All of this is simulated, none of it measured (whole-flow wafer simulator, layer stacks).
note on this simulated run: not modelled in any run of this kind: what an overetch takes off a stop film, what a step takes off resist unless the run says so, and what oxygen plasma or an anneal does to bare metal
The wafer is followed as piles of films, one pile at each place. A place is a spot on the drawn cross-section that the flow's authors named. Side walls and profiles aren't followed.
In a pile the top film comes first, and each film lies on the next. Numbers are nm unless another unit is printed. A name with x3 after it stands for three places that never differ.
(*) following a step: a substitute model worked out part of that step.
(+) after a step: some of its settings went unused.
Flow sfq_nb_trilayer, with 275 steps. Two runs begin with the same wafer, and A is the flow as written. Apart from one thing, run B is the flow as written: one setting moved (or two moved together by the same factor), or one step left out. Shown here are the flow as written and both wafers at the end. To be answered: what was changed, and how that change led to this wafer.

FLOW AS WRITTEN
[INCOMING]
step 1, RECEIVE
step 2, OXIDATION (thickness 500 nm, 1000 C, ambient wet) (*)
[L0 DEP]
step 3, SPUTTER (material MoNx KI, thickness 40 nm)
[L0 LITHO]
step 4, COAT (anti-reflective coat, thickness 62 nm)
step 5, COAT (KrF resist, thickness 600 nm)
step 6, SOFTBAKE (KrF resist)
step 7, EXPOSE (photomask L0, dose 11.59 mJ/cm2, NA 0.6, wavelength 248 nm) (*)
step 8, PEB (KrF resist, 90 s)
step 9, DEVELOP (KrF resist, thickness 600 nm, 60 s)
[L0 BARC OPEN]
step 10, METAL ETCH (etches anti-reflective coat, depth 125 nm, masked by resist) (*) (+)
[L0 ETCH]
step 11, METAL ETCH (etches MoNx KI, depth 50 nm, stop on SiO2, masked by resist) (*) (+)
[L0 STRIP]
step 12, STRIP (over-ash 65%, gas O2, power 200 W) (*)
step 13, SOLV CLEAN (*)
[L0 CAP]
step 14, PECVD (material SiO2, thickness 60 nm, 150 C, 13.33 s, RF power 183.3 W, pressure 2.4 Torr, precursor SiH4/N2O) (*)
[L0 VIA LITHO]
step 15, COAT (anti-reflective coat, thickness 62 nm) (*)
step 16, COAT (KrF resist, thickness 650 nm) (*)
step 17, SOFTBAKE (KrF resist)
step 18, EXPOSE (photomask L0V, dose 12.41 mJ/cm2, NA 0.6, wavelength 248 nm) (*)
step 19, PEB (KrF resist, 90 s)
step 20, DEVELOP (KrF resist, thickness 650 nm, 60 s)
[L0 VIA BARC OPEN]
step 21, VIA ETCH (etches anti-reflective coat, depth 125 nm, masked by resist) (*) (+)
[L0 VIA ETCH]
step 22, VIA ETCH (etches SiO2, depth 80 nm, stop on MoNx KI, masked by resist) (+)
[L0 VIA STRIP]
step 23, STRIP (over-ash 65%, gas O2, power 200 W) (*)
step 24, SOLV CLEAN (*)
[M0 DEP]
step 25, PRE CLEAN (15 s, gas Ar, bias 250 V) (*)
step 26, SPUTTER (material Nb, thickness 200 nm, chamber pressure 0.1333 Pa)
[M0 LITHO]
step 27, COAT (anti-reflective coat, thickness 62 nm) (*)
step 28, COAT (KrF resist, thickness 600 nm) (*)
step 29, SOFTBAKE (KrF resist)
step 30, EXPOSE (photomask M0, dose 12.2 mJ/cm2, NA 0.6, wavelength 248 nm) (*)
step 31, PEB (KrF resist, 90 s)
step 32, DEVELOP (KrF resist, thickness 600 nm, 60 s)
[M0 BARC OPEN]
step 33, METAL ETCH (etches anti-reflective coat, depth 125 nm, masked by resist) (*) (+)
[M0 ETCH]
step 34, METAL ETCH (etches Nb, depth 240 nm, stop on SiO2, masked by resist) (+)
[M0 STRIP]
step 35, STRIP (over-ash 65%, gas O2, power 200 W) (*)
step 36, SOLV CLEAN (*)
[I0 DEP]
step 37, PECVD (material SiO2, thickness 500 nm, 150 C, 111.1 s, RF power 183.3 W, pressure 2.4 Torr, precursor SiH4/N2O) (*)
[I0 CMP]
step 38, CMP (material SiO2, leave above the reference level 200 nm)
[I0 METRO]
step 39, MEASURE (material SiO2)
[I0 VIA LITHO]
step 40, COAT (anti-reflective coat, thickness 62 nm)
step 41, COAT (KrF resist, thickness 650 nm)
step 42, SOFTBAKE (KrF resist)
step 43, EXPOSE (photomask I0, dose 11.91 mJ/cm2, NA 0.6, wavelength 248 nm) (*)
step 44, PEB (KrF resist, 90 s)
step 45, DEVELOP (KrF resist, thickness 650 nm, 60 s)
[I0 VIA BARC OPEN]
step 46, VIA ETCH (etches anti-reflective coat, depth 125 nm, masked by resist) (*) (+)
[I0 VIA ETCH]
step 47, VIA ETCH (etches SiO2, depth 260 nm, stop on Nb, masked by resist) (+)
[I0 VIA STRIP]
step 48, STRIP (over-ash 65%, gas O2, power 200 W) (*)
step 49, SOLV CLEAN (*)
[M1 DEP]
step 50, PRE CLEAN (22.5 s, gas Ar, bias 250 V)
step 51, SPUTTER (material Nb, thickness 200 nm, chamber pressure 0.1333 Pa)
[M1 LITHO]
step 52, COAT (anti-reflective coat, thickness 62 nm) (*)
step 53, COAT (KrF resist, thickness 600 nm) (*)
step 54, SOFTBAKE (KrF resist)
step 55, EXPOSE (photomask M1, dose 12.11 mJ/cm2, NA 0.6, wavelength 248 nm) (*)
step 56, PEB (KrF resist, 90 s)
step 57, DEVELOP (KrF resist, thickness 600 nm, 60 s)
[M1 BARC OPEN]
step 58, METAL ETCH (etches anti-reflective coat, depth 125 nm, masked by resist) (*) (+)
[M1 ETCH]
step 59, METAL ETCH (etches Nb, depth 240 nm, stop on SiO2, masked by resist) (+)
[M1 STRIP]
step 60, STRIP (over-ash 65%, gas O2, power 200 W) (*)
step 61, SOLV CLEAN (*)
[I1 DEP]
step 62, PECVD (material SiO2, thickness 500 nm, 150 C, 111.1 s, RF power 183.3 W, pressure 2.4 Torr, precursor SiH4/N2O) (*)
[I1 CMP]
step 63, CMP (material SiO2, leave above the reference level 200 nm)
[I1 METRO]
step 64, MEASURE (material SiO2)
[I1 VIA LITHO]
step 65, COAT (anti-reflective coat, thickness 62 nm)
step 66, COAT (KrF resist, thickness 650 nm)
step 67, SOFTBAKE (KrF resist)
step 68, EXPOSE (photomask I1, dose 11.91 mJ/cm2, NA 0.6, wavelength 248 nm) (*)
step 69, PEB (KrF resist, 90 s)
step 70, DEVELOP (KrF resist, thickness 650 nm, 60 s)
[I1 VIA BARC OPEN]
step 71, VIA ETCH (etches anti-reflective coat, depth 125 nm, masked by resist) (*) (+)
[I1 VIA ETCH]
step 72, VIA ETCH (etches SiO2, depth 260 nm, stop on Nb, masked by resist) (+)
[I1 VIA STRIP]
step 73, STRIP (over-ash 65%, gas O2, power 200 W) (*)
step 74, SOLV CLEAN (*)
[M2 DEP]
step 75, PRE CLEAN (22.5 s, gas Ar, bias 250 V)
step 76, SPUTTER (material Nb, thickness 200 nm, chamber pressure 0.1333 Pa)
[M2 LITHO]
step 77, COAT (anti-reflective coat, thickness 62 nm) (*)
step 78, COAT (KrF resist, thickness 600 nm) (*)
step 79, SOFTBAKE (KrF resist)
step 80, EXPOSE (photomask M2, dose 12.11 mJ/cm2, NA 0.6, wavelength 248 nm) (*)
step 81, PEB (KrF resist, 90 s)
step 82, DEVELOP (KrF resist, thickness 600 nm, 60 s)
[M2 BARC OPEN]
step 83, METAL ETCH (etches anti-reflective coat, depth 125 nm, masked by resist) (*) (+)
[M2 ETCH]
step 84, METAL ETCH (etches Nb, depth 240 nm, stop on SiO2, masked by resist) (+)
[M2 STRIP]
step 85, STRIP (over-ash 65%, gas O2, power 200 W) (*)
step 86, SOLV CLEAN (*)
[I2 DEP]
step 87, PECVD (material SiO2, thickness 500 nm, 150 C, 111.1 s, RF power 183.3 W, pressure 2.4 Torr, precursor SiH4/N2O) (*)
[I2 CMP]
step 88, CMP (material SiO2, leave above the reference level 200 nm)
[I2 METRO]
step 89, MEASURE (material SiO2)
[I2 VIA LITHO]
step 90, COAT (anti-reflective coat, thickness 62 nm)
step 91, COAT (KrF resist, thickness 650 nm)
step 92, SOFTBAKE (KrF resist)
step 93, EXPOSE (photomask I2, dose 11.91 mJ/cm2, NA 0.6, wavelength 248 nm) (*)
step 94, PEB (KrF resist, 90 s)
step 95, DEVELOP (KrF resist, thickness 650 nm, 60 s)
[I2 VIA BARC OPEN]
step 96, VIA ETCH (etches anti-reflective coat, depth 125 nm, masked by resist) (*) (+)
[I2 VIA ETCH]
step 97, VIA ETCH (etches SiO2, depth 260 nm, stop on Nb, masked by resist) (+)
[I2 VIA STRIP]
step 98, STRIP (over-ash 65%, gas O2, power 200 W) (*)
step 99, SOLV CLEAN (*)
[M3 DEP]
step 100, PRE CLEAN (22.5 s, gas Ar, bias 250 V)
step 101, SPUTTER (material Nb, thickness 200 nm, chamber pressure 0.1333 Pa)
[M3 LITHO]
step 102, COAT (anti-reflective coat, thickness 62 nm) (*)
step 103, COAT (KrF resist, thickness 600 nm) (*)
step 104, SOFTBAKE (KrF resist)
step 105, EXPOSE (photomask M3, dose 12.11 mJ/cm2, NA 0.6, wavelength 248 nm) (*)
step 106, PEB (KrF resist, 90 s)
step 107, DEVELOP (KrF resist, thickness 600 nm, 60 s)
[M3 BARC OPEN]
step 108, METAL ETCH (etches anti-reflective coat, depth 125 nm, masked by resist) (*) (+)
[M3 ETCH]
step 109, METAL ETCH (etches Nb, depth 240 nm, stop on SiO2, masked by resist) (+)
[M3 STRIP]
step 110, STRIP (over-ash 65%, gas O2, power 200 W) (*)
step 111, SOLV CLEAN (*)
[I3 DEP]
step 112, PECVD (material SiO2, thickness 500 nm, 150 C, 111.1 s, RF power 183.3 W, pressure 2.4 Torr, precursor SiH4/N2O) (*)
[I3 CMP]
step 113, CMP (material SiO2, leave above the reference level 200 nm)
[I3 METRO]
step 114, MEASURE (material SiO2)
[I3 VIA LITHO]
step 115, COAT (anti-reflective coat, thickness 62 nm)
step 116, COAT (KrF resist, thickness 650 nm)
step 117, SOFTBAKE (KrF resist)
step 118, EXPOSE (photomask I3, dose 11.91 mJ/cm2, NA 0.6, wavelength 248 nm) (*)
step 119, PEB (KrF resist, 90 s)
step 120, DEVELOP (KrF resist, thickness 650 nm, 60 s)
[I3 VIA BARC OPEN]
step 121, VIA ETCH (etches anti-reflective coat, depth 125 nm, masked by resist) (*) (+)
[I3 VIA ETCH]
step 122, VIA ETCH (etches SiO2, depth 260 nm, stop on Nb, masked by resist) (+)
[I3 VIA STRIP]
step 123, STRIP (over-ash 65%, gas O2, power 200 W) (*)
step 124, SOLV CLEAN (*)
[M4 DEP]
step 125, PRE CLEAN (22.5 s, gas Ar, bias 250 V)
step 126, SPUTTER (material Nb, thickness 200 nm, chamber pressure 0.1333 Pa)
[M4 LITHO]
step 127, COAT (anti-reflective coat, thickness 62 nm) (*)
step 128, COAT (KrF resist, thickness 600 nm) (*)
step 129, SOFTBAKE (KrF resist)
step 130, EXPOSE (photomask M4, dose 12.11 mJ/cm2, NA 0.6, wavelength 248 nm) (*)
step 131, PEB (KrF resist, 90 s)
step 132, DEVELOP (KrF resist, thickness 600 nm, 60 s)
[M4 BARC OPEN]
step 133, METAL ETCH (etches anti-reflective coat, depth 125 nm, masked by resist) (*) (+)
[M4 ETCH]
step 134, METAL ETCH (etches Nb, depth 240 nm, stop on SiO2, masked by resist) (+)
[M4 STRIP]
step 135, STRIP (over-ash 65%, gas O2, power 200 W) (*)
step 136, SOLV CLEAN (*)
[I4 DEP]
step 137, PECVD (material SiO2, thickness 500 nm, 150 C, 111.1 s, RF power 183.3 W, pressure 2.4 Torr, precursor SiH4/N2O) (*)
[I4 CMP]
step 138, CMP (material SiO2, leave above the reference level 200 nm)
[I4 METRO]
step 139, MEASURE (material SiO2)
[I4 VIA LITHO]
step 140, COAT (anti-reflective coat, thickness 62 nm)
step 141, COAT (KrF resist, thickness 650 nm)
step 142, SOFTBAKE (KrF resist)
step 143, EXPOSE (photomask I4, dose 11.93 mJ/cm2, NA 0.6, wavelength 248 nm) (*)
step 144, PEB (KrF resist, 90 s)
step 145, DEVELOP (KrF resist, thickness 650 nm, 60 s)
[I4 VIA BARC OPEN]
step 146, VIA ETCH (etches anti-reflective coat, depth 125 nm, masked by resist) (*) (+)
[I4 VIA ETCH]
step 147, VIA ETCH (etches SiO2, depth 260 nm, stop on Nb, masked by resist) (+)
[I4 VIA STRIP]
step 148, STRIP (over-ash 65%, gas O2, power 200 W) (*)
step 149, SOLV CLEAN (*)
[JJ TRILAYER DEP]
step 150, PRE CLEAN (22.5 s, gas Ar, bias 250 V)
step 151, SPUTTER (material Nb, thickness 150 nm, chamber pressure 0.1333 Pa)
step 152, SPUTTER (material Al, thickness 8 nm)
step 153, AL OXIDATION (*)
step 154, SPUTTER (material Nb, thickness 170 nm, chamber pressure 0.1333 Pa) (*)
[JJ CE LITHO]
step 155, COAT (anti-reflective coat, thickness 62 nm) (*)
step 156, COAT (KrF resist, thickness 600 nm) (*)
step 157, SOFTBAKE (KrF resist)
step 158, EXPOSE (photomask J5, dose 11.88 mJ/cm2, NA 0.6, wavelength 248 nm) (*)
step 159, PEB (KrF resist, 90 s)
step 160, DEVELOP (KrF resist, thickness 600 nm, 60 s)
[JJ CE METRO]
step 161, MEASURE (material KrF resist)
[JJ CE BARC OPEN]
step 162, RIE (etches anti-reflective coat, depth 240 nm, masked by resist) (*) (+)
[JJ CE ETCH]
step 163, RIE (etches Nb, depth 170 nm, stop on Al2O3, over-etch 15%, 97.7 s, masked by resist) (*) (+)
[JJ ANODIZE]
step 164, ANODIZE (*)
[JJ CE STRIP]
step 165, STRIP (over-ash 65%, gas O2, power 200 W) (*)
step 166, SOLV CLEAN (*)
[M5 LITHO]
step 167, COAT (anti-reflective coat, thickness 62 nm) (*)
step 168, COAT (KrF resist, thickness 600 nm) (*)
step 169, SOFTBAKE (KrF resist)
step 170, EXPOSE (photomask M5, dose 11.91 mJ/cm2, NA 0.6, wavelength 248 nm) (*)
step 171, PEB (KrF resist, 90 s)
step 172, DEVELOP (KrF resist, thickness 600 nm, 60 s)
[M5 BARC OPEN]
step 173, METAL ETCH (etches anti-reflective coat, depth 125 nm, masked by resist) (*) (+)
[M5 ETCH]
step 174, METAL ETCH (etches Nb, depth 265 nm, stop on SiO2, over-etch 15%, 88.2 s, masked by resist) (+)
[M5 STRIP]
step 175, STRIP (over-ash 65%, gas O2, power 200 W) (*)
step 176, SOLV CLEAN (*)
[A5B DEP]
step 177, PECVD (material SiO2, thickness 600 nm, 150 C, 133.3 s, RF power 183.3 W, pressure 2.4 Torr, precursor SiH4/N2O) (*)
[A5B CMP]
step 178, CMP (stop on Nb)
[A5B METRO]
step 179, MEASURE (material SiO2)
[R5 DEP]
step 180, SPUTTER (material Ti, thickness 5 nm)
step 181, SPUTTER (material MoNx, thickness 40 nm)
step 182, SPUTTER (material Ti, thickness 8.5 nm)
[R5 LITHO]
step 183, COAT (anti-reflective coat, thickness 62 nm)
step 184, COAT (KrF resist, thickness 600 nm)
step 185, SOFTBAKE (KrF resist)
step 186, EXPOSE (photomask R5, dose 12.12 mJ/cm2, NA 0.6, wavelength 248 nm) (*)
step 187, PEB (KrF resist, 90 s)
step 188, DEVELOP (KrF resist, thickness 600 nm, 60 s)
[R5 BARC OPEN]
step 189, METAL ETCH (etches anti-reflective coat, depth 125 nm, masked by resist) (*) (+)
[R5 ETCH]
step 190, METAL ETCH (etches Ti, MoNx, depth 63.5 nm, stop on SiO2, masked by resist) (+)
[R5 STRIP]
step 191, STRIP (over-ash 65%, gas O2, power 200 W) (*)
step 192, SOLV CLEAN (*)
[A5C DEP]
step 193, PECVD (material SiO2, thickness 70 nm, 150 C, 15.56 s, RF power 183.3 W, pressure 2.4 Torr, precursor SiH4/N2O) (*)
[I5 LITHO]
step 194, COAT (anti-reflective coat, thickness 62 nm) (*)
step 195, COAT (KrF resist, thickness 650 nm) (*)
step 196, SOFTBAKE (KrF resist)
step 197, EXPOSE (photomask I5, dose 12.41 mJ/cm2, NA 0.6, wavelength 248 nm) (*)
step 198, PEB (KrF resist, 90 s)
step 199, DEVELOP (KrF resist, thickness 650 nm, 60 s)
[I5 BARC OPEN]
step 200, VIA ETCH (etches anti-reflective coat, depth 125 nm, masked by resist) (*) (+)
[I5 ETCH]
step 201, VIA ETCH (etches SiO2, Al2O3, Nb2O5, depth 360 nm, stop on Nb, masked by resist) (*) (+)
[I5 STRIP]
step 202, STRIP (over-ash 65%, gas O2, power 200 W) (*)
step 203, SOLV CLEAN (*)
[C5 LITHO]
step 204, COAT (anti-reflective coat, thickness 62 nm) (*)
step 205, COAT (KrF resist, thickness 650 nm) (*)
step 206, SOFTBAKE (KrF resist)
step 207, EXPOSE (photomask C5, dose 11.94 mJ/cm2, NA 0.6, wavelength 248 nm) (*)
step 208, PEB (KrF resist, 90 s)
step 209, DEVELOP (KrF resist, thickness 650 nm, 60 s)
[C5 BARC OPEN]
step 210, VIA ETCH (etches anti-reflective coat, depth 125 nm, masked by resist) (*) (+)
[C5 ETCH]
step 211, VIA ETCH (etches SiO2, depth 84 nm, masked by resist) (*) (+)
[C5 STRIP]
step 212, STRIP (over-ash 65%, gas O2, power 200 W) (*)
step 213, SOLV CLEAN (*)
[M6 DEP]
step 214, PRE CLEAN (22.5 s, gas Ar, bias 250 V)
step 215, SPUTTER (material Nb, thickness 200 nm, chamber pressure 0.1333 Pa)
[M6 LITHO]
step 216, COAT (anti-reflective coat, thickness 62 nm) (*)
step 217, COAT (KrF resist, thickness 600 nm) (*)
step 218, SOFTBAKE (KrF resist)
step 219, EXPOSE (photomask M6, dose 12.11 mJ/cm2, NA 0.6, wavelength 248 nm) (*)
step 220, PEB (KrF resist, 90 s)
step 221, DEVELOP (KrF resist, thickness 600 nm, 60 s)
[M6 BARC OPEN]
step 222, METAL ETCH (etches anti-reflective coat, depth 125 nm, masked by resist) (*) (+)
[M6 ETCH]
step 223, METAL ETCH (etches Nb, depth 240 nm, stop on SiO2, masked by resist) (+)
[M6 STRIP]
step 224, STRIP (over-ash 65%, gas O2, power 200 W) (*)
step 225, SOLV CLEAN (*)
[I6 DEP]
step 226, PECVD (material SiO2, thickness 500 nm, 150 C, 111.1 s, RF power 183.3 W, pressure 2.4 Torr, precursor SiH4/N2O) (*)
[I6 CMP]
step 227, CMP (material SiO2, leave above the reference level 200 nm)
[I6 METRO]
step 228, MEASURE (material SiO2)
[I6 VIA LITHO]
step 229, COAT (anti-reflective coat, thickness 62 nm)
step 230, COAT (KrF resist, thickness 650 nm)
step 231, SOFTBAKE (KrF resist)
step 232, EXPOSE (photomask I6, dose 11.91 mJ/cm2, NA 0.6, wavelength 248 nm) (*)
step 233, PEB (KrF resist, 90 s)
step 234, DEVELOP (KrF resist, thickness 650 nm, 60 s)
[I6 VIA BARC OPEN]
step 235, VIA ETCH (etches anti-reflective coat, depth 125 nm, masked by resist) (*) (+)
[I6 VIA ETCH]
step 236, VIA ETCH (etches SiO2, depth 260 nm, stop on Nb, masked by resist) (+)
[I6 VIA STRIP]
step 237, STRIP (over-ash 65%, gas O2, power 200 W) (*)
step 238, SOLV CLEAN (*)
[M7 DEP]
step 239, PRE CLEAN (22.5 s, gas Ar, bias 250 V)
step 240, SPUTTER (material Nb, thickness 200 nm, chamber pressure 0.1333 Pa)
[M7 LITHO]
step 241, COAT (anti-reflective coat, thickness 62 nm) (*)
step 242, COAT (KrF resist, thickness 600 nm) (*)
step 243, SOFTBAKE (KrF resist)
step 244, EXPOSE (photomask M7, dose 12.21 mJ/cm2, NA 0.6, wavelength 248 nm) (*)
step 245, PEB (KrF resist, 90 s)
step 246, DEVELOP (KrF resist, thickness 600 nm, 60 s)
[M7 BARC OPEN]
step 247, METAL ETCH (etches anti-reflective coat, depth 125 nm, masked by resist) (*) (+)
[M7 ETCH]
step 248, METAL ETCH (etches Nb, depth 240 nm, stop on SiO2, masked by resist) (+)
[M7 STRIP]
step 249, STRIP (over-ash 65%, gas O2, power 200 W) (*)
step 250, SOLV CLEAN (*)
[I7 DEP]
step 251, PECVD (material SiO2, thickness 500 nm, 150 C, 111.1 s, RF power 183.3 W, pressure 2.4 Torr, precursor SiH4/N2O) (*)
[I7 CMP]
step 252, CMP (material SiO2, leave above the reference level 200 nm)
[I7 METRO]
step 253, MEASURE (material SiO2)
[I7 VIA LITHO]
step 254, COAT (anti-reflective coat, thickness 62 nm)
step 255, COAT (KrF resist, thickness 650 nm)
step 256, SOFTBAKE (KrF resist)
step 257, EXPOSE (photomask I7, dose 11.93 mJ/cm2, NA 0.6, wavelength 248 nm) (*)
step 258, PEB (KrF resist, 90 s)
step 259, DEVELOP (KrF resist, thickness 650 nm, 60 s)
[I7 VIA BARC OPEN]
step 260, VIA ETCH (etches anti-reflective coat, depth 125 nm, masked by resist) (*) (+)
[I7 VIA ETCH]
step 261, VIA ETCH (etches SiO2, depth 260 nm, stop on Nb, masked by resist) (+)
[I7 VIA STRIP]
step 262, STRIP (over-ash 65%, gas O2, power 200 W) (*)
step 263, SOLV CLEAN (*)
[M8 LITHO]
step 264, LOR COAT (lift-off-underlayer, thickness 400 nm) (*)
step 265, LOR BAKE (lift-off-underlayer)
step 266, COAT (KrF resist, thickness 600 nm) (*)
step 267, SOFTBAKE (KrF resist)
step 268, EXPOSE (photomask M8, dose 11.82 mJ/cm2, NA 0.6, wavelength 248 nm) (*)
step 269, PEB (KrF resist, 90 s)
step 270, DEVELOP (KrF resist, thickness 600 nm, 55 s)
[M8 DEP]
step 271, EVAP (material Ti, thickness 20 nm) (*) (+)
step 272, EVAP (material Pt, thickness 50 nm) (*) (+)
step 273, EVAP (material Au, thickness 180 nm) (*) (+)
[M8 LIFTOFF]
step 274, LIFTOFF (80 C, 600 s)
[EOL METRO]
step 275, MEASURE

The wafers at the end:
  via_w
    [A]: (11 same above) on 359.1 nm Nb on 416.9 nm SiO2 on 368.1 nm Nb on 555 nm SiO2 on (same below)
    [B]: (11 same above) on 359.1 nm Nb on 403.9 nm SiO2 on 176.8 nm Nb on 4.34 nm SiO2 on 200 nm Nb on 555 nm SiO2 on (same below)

Cause: step 47, VIA ETCH: depth 188 nm was run, though the flow has depth 260 nm.

Step by step, how the change led to this:
  step 47, VIA ETCH (etches SiO2, depth 260 nm, stop on Nb, masked by resist) (+)
      via_w: A -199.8 SiO2 (all of it) | B -188 SiO2
      field_l, v_sur, via_wl and 102 more: A -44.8 KrF resist | B -32.4 KrF resist
  step 48, STRIP (over-ash 65%, gas O2, power 200 W) (*)
      field_l, v_sur, via_wl and 102 more: A -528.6 KrF resist (all of it), -62 anti-reflective coat (all of it) | B -541 KrF resist (all of it), -62 anti-reflective coat (all of it)
  step 50, PRE CLEAN (22.5 s, gas Ar, bias 250 V)
      via_w: A -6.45 Nb | B -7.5 SiO2
  step 51, SPUTTER (material Nb, thickness 200 nm, chamber pressure 0.1333 Pa)
      via_w: A +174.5 Nb | B +176.8 Nb (new film)
  step 62, PECVD (material SiO2, thickness 500 nm, 150 C, 111.1 s, RF power 183.3 W, pressure 2.4 Torr, precursor SiH4/N2O) (*)
      via_w: A +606 SiO2 (new film) | B +593 SiO2 (new film)
If metal films that touch count as one body, via_w has 6 bodies (between them, from the top down: SiO2 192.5; SiO2 427.3 / Al2O3 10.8 / Nb2O5 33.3; SiO2 425.9; SiO2 403.9; SiO2 4.34); the flow as written gives 5 bodies (between them, from the top down: SiO2 192.5; SiO2 427.3 / Al2O3 10.8 / Nb2O5 33.3; SiO2 425.9; SiO2 416.9).
